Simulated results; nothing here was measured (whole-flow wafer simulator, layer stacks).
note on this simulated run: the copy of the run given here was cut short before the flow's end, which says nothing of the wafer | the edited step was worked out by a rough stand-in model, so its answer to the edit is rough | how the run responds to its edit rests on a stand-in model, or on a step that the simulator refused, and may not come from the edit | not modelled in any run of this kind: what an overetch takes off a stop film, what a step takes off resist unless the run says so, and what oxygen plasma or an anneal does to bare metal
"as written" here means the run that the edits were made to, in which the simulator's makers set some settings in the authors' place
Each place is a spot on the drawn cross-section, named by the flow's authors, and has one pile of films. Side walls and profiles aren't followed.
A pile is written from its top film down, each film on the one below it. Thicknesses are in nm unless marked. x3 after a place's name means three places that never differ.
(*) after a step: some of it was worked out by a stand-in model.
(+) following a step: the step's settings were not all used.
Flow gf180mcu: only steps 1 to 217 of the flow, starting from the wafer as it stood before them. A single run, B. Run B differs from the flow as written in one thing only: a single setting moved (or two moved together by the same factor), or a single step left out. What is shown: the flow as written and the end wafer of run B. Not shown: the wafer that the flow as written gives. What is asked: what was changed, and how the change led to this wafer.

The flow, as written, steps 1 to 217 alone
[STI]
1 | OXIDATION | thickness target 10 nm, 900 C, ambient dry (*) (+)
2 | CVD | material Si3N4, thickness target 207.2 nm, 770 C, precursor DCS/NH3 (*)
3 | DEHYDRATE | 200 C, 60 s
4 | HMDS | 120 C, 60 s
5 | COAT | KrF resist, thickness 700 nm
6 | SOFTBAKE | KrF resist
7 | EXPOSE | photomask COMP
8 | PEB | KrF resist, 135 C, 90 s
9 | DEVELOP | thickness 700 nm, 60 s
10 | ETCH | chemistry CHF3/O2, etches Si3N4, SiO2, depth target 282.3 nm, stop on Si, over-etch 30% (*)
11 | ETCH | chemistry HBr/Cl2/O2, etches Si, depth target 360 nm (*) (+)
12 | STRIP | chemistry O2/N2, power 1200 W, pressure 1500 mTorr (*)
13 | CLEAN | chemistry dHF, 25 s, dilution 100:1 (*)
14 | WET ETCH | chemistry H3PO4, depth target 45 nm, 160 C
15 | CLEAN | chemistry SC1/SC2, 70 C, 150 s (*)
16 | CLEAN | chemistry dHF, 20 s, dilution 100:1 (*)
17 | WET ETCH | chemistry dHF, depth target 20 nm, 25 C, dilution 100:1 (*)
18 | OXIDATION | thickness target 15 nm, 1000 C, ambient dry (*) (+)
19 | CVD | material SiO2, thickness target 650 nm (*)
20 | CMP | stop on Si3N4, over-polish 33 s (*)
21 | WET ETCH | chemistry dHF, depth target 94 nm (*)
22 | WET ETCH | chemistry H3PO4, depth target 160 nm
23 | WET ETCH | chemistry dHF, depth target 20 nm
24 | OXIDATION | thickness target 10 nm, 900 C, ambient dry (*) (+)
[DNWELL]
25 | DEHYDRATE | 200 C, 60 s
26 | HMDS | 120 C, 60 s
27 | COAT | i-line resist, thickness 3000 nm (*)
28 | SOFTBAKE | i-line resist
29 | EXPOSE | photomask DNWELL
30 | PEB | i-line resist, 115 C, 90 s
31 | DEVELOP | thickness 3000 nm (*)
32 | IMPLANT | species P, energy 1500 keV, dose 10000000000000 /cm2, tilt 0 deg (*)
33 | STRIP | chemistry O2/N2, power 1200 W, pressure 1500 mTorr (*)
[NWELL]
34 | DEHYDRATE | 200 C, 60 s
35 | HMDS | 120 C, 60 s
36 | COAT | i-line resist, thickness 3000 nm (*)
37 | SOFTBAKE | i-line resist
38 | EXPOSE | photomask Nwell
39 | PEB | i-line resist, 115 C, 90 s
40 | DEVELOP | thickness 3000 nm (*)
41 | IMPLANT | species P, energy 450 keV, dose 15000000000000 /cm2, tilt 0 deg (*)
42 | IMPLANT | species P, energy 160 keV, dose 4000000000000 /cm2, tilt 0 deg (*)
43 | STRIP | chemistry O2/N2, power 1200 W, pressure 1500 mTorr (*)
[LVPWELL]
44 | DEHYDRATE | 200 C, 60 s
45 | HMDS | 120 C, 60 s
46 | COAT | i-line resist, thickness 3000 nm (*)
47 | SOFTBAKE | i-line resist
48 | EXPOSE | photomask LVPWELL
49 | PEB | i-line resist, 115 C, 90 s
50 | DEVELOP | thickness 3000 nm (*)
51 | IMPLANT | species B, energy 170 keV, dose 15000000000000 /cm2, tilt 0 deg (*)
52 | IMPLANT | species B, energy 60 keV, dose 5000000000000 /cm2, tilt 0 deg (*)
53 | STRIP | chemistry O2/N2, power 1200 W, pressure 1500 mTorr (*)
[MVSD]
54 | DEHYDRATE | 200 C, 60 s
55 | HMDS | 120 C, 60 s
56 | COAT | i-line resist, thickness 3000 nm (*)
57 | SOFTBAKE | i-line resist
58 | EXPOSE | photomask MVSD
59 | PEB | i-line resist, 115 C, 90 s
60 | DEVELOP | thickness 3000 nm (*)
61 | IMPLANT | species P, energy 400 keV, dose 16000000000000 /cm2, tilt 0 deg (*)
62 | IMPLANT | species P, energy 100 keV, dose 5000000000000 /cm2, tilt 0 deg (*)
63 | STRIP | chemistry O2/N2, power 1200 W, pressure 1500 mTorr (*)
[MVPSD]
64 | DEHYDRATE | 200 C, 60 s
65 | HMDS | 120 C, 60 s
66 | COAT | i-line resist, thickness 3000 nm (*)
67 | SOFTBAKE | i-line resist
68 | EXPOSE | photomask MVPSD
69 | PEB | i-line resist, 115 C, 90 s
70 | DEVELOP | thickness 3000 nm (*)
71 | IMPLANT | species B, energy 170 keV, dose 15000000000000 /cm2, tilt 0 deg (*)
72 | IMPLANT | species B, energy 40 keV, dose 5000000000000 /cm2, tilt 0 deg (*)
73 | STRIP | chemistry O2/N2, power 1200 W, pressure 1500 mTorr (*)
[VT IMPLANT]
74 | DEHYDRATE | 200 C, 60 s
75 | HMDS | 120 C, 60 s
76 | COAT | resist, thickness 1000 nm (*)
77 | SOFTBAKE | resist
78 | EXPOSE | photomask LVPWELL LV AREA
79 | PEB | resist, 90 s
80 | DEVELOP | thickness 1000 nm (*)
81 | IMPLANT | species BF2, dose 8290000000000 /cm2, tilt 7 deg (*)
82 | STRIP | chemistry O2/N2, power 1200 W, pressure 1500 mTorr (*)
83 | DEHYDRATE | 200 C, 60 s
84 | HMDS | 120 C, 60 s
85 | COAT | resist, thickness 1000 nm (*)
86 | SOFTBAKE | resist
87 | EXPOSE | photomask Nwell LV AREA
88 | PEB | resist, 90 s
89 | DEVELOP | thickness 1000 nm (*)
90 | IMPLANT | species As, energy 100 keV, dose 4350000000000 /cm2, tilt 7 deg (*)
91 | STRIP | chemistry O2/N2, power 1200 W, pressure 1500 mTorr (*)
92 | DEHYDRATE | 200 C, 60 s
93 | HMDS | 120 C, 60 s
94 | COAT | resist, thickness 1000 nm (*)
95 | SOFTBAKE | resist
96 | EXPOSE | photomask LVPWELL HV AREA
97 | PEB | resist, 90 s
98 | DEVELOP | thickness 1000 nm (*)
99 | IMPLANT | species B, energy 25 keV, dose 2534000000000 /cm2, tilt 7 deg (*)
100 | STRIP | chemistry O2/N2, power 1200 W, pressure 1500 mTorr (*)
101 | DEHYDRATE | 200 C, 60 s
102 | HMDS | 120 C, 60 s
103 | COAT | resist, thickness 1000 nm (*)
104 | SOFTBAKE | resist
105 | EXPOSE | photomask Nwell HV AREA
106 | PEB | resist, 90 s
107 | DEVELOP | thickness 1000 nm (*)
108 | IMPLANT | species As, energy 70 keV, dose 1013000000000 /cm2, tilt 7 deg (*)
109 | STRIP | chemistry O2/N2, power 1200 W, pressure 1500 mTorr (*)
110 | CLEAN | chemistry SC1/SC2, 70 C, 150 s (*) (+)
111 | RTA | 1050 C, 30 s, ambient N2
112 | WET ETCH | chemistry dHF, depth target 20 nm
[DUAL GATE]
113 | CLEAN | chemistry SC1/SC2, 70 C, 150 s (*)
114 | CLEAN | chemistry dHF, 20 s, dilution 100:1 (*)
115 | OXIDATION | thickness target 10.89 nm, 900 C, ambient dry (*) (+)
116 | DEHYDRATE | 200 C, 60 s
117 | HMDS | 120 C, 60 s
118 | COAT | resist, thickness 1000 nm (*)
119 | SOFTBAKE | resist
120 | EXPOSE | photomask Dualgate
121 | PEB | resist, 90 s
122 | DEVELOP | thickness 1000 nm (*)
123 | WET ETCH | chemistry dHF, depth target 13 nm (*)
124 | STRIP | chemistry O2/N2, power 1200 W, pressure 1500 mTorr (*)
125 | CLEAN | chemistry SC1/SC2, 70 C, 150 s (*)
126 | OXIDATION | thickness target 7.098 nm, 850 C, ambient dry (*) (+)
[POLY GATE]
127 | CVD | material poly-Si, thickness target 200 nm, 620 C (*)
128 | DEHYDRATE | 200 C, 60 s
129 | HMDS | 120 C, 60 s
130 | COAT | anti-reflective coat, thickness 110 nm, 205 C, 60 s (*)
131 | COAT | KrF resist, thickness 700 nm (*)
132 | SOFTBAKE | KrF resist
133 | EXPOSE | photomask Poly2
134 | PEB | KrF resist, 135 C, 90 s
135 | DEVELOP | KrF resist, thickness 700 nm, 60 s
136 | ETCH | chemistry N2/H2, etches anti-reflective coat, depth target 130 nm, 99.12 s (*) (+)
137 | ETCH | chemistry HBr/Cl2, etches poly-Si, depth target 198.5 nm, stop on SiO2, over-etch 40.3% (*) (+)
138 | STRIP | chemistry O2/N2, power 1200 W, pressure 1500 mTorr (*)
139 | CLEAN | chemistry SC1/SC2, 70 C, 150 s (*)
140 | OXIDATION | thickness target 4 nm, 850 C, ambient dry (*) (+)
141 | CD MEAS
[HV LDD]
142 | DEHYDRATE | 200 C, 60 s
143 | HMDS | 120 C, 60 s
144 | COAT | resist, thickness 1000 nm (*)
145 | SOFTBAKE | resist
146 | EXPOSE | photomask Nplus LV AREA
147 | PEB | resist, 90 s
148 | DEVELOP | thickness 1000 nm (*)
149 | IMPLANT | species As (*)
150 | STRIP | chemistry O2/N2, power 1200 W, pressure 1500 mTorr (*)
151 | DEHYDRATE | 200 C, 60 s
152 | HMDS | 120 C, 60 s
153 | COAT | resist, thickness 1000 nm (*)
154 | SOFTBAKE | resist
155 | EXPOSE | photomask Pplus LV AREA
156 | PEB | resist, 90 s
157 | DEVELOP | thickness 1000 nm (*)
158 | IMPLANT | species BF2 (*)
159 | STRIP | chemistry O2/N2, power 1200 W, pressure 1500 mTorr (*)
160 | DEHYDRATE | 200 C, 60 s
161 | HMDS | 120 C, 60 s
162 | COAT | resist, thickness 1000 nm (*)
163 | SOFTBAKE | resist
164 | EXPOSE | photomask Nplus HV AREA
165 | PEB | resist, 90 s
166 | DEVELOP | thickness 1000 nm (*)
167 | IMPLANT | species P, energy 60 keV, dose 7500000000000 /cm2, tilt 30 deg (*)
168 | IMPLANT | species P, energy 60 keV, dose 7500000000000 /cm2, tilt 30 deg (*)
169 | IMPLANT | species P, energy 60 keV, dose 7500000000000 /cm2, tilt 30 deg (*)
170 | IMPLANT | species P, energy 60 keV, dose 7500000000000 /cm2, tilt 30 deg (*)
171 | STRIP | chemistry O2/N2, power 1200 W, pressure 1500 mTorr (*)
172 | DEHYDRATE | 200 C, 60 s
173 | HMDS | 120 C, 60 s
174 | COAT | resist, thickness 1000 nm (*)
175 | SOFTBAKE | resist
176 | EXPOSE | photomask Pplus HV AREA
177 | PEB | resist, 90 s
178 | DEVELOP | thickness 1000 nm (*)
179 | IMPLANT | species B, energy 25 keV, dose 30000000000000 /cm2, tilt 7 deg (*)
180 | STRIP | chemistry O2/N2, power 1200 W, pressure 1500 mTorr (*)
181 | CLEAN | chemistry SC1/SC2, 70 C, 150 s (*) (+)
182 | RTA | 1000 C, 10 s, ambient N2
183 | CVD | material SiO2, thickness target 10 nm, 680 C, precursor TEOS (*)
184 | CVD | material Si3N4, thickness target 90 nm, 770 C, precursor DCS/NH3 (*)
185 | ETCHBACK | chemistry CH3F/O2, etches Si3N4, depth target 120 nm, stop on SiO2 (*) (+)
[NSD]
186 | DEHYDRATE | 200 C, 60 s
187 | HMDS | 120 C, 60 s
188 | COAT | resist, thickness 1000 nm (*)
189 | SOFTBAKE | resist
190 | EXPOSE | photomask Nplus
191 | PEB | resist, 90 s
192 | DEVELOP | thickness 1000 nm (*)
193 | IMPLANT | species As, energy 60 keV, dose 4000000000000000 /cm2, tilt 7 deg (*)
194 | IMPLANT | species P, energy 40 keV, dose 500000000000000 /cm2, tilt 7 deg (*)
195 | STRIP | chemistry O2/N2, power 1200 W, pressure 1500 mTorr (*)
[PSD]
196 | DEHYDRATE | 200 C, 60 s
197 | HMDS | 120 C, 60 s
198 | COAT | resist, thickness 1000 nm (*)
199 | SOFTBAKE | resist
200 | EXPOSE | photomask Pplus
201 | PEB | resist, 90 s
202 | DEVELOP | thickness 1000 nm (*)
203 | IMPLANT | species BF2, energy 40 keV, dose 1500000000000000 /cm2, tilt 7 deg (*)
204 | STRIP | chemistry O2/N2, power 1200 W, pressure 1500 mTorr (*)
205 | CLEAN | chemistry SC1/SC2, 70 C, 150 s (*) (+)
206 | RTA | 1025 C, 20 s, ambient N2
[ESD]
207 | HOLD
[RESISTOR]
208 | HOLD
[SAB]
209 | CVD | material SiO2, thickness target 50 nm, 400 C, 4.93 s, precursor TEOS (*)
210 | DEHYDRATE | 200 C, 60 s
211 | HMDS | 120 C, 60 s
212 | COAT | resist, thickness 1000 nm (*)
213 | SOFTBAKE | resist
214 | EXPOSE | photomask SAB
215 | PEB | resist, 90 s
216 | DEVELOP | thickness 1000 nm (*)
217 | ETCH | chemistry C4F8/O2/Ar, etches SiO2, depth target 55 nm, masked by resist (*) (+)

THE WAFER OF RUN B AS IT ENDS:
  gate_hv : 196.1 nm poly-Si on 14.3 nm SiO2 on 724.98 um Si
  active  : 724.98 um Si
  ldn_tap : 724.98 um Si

The reason: step 209, CVD: 2.958 s was run, while the flow as written has 4.93 s.

The path from the change to this, step by step:
  209 | CVD | material SiO2, thickness target 50 nm, 400 C, 4.93 s, precursor TEOS (*)
      field, field__w7, field__w8 and 73 more: +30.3 SiO2 (as written it would have been: +50 SiO2)
      field_sub, field_sub__w2, ld_drn_n, ld_sd_p: +29.6 SiO2 (as written it would have been: +48.8 SiO2)
      (also at 29 further places)
  217 | ETCH | chemistry C4F8/O2/Ar, etches SiO2, depth target 55 nm, masked by resist (*) (+)
      gate, gate_hv, gate_p and 23 more: -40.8 SiO2 (all of it), -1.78 poly-Si (as written it would have been: -55 SiO2)
      sd_p_hv, ldn_tap, ldn_src, ldn_drn, ldp_tap, ldp_src, ldp_drn, ldp_gr: -51.3 SiO2 (all of it), -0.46 Si (as written it would have been: -55 SiO2)
      (also at 16 further places)
